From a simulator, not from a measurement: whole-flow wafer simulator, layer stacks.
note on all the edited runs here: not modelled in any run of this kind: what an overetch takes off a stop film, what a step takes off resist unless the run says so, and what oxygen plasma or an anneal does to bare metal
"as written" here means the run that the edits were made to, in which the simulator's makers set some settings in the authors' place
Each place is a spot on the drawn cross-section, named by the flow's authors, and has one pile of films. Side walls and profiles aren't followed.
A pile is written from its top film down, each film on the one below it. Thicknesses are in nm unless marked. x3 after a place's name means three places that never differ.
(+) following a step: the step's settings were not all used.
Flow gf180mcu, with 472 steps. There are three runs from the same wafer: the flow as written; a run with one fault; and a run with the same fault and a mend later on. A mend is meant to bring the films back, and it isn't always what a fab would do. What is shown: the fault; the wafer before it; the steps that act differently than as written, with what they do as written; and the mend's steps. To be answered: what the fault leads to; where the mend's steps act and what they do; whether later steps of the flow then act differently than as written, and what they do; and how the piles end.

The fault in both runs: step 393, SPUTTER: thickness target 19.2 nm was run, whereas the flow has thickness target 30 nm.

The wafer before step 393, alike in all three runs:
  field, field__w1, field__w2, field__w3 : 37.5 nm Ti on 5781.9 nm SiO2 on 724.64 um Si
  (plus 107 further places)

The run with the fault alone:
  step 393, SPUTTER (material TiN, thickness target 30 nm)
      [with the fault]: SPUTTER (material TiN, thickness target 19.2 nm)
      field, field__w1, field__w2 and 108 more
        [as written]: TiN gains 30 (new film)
        [with the fault]: TiN gains 19.2 (new film)
  Later steps of the flow acting differently than as written (not shown: 1 more step that differs only slightly, by at most 2% or 0.5 nm, whichever is larger):
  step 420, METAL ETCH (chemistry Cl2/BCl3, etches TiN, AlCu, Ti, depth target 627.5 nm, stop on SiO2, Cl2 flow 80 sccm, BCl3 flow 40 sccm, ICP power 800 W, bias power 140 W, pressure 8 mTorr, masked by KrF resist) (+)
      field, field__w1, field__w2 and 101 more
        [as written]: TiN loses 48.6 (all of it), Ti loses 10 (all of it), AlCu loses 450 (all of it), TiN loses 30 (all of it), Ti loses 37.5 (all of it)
        [with the fault]: TiN loses 48.6 (all of it), Ti loses 10 (all of it), AlCu loses 450 (all of it), TiN loses 19.2 (all of it), Ti loses 37.5 (all of it)
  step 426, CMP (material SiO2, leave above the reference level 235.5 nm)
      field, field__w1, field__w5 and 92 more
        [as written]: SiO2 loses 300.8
        [with the fault]: SiO2 loses 311.6
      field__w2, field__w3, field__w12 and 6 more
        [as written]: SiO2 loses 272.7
        [with the fault]: SiO2 loses 284
  At field__w4, field__w8, contact, m1, m1__w1, mim, mim_1p0, m1_nw, the piles at the end differ from the flow's by more than 2% or 0.5 nm, whichever is larger.
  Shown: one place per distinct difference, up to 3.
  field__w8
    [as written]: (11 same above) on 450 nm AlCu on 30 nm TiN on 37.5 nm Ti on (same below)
    [with the fault]: (11 same above) on 450 nm AlCu on 19.2 nm TiN on 37.5 nm Ti on (same below)
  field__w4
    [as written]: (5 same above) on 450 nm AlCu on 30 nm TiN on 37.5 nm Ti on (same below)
    [with the fault]: (5 same above) on 450 nm AlCu on 19.2 nm TiN on 37.5 nm Ti on (same below)
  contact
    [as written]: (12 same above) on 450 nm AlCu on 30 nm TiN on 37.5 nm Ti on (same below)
    [with the fault]: (12 same above) on 450 nm AlCu on 19.2 nm TiN on 37.5 nm Ti on (same below)

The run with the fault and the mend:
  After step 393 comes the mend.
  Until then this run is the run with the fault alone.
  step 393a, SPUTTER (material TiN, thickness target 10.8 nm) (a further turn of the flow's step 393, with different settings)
      field, field__w1, field__w2 and 108 more
        TiN gains 10.8
  Later steps of the flow that are run all act as written at every place that is followed.
  By the end, the piles equal the flow's at every place that both follow.
